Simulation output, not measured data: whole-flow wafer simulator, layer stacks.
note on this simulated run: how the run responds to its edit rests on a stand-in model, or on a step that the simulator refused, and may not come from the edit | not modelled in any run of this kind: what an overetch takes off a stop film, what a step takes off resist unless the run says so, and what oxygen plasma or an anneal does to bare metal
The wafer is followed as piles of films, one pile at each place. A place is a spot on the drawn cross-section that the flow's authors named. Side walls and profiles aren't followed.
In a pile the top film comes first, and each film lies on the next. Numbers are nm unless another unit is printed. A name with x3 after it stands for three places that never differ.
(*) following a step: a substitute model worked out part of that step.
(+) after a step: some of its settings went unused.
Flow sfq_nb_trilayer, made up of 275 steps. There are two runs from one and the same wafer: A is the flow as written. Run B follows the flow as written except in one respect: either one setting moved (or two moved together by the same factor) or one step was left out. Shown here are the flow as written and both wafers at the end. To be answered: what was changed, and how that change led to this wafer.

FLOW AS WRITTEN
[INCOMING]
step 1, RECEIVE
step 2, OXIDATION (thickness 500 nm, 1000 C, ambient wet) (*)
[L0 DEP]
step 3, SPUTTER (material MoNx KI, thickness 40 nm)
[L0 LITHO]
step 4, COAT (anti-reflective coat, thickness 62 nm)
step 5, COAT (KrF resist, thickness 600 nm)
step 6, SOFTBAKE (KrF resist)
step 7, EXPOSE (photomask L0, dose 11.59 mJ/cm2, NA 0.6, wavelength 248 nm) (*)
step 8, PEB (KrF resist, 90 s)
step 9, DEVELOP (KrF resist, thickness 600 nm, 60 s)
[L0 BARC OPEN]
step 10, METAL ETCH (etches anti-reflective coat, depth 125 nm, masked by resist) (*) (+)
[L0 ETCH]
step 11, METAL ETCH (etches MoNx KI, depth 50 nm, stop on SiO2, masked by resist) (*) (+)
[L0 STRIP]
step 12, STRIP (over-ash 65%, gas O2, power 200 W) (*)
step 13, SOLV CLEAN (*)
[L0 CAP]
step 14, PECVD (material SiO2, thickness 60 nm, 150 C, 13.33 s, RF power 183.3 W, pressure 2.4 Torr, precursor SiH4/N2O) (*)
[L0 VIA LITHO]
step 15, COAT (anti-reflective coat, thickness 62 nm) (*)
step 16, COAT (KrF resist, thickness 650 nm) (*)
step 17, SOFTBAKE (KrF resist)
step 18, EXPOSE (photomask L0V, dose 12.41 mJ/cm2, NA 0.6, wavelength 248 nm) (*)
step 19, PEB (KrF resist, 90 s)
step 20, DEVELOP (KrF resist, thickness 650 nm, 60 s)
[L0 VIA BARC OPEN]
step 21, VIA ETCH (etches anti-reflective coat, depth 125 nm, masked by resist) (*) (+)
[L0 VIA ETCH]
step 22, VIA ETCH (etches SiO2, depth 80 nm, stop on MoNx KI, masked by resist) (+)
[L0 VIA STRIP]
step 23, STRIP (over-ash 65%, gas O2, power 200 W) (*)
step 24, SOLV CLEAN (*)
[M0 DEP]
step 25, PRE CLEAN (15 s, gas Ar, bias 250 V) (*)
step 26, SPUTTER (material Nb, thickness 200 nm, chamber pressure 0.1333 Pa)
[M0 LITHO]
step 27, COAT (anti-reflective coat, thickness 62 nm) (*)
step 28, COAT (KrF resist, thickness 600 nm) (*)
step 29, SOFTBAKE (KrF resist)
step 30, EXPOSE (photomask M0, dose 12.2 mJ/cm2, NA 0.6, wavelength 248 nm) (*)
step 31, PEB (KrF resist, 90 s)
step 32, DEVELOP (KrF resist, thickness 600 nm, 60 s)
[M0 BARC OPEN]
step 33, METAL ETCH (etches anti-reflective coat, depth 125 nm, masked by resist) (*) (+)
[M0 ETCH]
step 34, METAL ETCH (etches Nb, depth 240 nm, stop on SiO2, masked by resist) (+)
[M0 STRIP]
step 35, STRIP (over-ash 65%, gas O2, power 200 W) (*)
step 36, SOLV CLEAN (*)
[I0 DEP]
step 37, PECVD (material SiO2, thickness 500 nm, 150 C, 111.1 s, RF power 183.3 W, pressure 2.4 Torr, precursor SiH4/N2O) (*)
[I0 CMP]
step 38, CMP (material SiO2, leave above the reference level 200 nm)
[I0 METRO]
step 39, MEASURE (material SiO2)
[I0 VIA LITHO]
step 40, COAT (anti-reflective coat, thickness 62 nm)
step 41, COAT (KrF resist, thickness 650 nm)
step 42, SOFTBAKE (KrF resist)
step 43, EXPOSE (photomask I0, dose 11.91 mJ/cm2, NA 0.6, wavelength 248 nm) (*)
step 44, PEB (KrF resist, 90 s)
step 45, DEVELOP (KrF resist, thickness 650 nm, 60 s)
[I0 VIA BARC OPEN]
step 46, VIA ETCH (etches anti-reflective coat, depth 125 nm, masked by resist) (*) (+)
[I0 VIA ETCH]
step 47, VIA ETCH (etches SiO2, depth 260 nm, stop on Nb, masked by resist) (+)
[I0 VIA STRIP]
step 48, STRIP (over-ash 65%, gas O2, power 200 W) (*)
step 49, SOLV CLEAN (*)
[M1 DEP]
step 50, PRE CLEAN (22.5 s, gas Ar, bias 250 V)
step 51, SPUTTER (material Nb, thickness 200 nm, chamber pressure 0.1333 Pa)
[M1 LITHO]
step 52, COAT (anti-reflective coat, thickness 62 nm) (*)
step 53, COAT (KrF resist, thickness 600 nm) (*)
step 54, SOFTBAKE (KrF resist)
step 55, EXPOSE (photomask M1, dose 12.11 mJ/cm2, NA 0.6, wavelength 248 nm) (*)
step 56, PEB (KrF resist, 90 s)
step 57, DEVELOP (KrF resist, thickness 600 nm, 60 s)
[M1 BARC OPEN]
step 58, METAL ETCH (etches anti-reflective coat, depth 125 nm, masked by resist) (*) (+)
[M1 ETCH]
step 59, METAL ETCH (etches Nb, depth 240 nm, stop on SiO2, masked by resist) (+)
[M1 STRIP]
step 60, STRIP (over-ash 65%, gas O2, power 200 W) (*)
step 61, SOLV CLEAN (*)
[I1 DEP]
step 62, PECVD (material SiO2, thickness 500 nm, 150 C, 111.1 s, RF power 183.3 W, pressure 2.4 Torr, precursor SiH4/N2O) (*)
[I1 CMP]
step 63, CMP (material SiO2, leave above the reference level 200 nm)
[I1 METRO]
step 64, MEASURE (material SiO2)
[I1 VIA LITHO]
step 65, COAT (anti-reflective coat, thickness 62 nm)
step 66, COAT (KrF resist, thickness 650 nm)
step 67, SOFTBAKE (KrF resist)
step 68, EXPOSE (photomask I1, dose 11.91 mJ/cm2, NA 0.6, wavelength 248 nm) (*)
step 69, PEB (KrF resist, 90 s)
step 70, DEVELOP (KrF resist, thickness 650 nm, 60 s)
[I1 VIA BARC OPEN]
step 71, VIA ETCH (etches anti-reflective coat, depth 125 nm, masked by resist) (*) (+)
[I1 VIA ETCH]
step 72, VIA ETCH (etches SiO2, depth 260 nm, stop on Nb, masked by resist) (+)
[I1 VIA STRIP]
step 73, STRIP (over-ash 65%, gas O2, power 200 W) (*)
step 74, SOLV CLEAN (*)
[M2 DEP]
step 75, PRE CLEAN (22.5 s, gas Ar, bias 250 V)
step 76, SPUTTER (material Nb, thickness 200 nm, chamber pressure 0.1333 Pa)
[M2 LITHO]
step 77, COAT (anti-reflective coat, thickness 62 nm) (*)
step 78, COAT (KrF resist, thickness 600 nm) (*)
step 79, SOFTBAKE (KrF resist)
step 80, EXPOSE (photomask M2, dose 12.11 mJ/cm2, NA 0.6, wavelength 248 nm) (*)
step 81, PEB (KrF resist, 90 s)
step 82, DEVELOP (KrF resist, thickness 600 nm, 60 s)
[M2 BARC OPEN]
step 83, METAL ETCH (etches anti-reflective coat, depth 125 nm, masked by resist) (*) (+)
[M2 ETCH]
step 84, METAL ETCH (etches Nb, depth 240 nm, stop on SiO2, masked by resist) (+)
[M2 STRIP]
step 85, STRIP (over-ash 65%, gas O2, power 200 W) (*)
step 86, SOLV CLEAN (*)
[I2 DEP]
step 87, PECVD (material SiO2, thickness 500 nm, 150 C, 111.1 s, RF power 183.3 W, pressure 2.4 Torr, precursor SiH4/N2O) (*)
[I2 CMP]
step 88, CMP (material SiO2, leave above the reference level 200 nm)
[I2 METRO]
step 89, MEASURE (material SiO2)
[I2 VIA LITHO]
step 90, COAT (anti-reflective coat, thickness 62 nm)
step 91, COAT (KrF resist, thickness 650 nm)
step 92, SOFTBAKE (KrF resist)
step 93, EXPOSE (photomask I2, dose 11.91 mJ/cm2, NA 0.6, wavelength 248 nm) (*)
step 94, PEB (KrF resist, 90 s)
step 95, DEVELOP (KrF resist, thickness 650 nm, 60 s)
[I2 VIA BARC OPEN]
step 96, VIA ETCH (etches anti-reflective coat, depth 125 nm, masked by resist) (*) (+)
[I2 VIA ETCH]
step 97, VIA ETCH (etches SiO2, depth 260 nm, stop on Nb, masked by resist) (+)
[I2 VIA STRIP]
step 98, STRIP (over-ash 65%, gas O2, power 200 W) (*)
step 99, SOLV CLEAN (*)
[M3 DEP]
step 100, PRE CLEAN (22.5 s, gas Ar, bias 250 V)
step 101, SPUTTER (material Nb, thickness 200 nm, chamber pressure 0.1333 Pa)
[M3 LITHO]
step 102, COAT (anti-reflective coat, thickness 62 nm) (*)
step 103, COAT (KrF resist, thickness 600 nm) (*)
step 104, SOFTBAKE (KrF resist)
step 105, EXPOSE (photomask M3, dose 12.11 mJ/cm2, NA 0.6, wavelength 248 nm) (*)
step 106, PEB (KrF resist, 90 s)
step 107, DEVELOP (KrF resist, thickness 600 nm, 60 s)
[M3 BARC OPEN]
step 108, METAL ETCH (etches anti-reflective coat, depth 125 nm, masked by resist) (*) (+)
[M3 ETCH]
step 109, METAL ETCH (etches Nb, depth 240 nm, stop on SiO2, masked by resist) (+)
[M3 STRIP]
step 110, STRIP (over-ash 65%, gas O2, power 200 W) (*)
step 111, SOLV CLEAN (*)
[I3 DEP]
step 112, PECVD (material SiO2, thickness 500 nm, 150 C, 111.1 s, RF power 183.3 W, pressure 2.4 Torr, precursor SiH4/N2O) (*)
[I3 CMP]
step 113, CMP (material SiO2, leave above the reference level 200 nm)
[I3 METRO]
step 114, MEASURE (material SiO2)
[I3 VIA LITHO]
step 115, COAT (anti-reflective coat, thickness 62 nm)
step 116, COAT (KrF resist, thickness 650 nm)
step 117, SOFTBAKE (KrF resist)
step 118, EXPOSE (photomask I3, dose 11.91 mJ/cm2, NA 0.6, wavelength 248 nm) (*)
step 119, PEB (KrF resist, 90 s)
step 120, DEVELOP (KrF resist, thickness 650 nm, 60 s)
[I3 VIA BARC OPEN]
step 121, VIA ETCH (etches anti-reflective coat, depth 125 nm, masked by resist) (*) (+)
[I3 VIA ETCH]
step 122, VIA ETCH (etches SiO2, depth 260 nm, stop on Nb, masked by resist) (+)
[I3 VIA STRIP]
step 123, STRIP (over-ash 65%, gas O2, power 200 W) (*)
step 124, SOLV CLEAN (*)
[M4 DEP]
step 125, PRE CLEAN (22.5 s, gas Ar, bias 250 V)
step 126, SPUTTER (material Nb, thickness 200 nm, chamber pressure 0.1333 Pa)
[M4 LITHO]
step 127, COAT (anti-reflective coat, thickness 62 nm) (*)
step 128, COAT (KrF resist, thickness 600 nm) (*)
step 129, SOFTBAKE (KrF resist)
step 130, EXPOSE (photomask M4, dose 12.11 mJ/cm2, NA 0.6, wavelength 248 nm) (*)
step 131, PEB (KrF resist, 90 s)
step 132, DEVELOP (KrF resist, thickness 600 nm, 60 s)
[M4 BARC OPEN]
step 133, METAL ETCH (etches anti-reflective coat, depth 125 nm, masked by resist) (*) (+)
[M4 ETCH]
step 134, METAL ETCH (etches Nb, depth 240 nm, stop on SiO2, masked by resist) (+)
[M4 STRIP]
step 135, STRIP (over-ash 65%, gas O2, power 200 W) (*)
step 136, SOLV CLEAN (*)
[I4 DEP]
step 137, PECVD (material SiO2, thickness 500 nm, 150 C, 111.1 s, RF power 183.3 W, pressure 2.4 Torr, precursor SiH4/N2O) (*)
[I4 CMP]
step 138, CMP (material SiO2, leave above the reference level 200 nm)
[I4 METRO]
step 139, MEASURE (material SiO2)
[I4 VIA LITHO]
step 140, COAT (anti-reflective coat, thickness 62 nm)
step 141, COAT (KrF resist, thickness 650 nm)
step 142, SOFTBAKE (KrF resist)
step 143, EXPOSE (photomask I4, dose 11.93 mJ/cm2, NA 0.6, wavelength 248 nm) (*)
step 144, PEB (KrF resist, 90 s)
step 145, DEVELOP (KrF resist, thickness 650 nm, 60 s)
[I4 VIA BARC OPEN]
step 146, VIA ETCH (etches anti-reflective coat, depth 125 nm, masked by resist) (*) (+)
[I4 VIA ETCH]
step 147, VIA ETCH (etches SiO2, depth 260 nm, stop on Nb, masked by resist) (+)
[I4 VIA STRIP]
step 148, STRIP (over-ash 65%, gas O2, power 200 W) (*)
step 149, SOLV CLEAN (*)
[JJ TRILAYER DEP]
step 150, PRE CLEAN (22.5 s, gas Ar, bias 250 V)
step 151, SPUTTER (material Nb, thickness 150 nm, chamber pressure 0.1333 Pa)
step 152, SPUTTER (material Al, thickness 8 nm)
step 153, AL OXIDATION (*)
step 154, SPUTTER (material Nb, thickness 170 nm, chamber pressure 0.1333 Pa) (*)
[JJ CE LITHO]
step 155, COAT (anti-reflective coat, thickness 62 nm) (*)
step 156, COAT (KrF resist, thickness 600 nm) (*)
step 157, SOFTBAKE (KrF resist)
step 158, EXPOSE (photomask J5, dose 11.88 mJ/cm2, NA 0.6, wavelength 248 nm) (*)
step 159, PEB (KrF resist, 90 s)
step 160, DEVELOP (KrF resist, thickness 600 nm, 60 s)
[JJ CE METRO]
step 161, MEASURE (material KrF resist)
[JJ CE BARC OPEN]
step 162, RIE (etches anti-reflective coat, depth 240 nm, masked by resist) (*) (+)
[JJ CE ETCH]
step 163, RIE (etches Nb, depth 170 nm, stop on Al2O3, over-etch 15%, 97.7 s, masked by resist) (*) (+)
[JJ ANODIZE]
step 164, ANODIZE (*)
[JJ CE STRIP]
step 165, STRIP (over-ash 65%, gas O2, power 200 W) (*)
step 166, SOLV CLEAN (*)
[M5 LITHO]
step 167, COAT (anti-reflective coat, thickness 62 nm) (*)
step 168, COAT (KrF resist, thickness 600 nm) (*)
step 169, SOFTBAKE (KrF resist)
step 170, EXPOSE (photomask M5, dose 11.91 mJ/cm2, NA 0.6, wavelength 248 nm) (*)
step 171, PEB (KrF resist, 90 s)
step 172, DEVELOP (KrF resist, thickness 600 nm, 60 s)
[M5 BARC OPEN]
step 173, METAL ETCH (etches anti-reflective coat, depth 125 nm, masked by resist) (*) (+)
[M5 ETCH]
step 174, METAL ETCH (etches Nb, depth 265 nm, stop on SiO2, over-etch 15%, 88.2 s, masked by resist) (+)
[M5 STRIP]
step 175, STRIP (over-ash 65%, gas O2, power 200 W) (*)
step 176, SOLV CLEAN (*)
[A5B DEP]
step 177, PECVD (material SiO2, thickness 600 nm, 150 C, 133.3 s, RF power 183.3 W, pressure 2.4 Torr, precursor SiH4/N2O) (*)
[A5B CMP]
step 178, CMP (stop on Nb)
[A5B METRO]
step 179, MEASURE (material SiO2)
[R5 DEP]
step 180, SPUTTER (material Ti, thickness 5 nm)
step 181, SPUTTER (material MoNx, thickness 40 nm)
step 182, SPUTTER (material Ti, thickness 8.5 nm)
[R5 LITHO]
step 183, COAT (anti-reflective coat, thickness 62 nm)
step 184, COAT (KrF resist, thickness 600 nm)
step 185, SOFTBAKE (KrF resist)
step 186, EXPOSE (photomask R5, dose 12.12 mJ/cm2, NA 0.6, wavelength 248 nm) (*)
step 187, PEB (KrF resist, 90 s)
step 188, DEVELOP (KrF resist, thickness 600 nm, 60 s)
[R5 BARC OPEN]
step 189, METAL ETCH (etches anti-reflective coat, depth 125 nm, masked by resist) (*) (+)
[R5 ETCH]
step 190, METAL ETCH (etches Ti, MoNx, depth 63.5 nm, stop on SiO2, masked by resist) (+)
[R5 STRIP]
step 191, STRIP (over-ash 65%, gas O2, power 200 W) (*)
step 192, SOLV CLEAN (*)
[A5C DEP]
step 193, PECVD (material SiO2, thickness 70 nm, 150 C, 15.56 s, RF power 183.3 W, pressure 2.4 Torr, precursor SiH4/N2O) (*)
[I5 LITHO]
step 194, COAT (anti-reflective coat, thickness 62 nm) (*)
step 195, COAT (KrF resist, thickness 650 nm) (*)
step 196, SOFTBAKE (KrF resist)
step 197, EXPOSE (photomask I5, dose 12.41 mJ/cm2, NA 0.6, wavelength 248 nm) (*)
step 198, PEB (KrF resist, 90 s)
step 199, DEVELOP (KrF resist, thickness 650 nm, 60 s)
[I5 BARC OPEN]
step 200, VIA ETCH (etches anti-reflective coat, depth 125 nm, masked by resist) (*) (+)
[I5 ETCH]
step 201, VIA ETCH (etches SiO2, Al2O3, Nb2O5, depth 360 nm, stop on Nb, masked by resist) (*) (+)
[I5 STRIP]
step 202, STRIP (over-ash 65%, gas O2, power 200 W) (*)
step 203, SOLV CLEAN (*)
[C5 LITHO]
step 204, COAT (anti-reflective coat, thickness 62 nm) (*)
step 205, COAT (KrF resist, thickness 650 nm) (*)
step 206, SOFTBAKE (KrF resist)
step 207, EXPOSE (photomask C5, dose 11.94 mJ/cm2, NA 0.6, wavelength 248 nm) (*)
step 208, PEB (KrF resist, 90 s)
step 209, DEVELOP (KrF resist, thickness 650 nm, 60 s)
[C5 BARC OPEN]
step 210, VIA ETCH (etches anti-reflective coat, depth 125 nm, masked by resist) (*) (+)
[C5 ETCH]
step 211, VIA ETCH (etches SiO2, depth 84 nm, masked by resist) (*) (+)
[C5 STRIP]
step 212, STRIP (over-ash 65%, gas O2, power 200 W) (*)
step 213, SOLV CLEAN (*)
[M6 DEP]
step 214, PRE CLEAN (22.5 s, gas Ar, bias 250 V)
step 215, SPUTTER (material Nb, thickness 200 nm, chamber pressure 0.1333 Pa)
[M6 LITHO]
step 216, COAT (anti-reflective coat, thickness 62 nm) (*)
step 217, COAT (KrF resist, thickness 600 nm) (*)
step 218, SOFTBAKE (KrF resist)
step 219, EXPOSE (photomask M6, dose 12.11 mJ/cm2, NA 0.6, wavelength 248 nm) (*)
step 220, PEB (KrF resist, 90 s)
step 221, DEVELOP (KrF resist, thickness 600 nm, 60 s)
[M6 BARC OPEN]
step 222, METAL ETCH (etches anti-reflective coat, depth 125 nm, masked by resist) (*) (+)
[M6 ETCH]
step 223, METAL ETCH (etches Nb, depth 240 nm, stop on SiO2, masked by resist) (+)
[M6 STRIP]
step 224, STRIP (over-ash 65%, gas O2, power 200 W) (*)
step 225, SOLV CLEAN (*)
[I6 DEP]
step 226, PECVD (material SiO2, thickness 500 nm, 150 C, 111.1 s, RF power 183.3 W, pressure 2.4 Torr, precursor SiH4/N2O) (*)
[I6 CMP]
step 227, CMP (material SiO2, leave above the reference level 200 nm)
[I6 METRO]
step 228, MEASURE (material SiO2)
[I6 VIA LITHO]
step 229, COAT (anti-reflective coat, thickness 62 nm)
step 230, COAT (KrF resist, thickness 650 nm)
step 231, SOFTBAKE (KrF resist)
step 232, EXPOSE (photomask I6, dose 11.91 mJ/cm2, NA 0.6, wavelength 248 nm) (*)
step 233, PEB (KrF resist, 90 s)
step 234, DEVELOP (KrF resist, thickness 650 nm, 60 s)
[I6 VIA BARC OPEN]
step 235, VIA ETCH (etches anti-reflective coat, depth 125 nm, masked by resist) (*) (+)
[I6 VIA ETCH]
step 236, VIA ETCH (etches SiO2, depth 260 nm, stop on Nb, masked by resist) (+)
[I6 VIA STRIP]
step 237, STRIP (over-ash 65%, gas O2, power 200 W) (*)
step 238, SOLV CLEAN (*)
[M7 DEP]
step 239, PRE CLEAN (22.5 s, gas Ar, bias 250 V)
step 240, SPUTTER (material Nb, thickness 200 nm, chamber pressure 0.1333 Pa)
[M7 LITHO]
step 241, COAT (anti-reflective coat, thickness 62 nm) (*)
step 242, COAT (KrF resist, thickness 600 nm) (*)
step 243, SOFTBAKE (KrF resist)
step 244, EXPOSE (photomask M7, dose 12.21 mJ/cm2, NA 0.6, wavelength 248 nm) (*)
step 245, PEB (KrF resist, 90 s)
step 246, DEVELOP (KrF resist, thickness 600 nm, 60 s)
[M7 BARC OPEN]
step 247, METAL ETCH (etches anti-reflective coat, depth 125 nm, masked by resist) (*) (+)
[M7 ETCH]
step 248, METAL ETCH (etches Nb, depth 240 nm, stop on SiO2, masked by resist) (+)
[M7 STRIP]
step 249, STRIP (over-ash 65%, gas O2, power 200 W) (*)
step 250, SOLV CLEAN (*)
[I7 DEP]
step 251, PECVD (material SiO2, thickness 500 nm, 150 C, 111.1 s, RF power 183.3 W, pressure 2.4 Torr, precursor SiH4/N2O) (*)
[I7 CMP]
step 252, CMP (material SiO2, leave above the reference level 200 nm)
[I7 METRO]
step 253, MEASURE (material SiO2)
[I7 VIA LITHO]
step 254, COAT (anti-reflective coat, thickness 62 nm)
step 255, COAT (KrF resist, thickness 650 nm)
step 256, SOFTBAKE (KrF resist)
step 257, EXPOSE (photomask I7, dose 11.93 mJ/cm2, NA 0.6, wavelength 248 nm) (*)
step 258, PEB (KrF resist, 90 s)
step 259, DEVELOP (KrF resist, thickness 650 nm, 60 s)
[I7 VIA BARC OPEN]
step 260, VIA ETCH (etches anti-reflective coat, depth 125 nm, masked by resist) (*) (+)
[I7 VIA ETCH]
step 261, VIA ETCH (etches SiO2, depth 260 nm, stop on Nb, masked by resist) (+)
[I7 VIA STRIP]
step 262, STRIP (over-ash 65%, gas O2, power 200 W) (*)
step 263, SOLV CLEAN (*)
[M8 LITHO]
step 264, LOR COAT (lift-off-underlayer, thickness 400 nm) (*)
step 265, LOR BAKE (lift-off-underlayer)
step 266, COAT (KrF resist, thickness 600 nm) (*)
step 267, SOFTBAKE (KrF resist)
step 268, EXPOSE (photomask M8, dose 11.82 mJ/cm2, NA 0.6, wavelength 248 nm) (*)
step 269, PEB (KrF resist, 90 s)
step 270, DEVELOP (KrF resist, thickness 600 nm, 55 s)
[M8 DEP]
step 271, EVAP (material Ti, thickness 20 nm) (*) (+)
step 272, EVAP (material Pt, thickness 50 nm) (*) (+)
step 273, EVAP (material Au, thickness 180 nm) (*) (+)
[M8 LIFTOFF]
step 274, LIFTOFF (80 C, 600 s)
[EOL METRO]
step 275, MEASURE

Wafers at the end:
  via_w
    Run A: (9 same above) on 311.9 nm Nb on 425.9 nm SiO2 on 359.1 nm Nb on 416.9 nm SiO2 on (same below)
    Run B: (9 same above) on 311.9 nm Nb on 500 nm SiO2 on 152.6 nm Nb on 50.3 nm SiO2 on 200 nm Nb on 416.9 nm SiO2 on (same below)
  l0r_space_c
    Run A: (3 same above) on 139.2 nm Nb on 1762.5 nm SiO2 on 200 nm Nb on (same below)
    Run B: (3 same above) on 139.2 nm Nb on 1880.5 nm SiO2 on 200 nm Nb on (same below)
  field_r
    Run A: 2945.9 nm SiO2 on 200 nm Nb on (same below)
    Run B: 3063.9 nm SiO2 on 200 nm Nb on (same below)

The reason: step 88, CMP: leave above the reference level 318 nm was run, whereas the flow has leave above the reference level 200 nm.

Step by step, how the change led to this:
  step 88, CMP (material SiO2, leave above the reference level 200 nm)
      field_l, be, be_sur and 81 more: A SiO2 loses 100 | B nothing
      v_sur, via_wl, via_w and 18 more: A SiO2 loses 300 | B SiO2 loses 182
      (also at 1 further place)
  step 90, COAT (anti-reflective coat, thickness 62 nm)
      m0r_space_l, m0r_space_r, m6r_space_l, m6r_space_r, m7r_space_l, m7r_space_r: A anti-reflective coat gains 62 (new film) | B anti-reflective coat gains 64.7 (new film)
      via_wl, via_w, via_wr, via_sp, via_v: A anti-reflective coat gains 62 (new film) | B anti-reflective coat gains 60.6 (new film)
      (also at 25 further places)
  step 96, VIA ETCH (etches anti-reflective coat, depth 125 nm, masked by resist) (*) (+)
      field_l, v_sur, via_wl and 102 more: A KrF resist loses 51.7 | B KrF resist loses 50.5
      via_w: A anti-reflective coat loses 62 (all of it), SiO2 loses 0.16 | B anti-reflective coat loses 60.6 (all of it), SiO2 loses 0.15
  step 97, VIA ETCH (etches SiO2, depth 260 nm, stop on Nb, masked by resist) (+)
      via_w: A SiO2 loses 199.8 (all of it) | B SiO2 loses 260
  step 98, STRIP (over-ash 65%, gas O2, power 200 W) (*)
      m0r_space_l, m0r_space_r, m6r_space_l, m6r_space_r, m7r_space_l, m7r_space_r: A KrF resist loses 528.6 (all of it), anti-reflective coat loses 62 (all of it) | B KrF resist loses 531.5 (all of it), anti-reflective coat loses 64.7 (all of it)
      m5r_space_l, m5r_space_r: A KrF resist loses 528.6 (all of it), anti-reflective coat loses 62 (all of it) | B KrF resist loses 531.5 (all of it), anti-reflective coat loses 63.6 (all of it)
      (also at 27 further places)
  step 100, PRE CLEAN (22.5 s, gas Ar, bias 250 V)
      via_w: A Nb loses 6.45 | B SiO2 loses 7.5
  step 101, SPUTTER (material Nb, thickness 200 nm, chamber pressure 0.1333 Pa)
      via_w: A Nb gains 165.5 | B Nb gains 152.6 (new film)
  step 102, COAT (anti-reflective coat, thickness 62 nm) (*)
      m0r_space_l, m0r_space_r, m6r_space_l, m6r_space_r, m7r_space_l, m7r_space_r: A anti-reflective coat gains 62 (new film) | B anti-reflective coat gains 64.3 (new film)
      wl_d_sl, wl_d_sr: A anti-reflective coat gains 62 (new film) | B anti-reflective coat gains 65.1 (new film)
      (also at 24 further places)
  step 103, COAT (KrF resist, thickness 600 nm) (*)
      via_w: A KrF resist gains 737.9 (new film) | B KrF resist gains 789.1 (new film)
  step 108, METAL ETCH (etches anti-reflective coat, depth 125 nm, masked by resist) (*) (+)
      m0r_space_l, m0r_space_r, m6r_space_l, m6r_space_r, m7r_space_l, m7r_space_r: A anti-reflective coat loses 62 (all of it) | B anti-reflective coat loses 64.3 (all of it)
      wl_d_sl, wl_d_sr: A anti-reflective coat loses 62 (all of it) | B anti-reflective coat loses 65.1 (all of it)
      (also at 15 further places)
  step 110, STRIP (over-ash 65%, gas O2, power 200 W) (*)
      v_sur: A KrF resist loses 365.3 (all of it), anti-reflective coat loses 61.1 (all of it) | B KrF resist loses 355.4 (all of it), anti-reflective coat loses 52.4 (all of it)
      via_wl: A KrF resist loses 384.2 (all of it), anti-reflective coat loses 34.2 (all of it) | B KrF resist loses 375.1 (all of it), anti-reflective coat loses 22.7 (all of it)
      (also at 8 further places)
  step 112, PECVD (material SiO2, thickness 500 nm, 150 C, 111.1 s, RF power 183.3 W, pressure 2.4 Torr, precursor SiH4/N2O) (*)
      via_w: A SiO2 gains 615 (new film) | B SiO2 gains 664.6 (new film)
  step 113, CMP (material SiO2, leave above the reference level 200 nm)
      field_l, be, be_sur and 64 more: A SiO2 loses 100 | B SiO2 loses 82
      p4_w1, p4_w2, p4_w3 and 6 more: A SiO2 loses 300 | B SiO2 loses 282
      (also at 9 further places)
If metal films that touch count as one body, via_w has 6 bodies (between them, from the top down: SiO2 192.5; SiO2 427.3 / Al2O3 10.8 / Nb2O5 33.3; SiO2 500; SiO2 50.3; SiO2 416.9); the flow as written gives 5 bodies (between them, from the top down: SiO2 192.5; SiO2 427.3 / Al2O3 10.8 / Nb2O5 33.3; SiO2 425.9; SiO2 416.9).
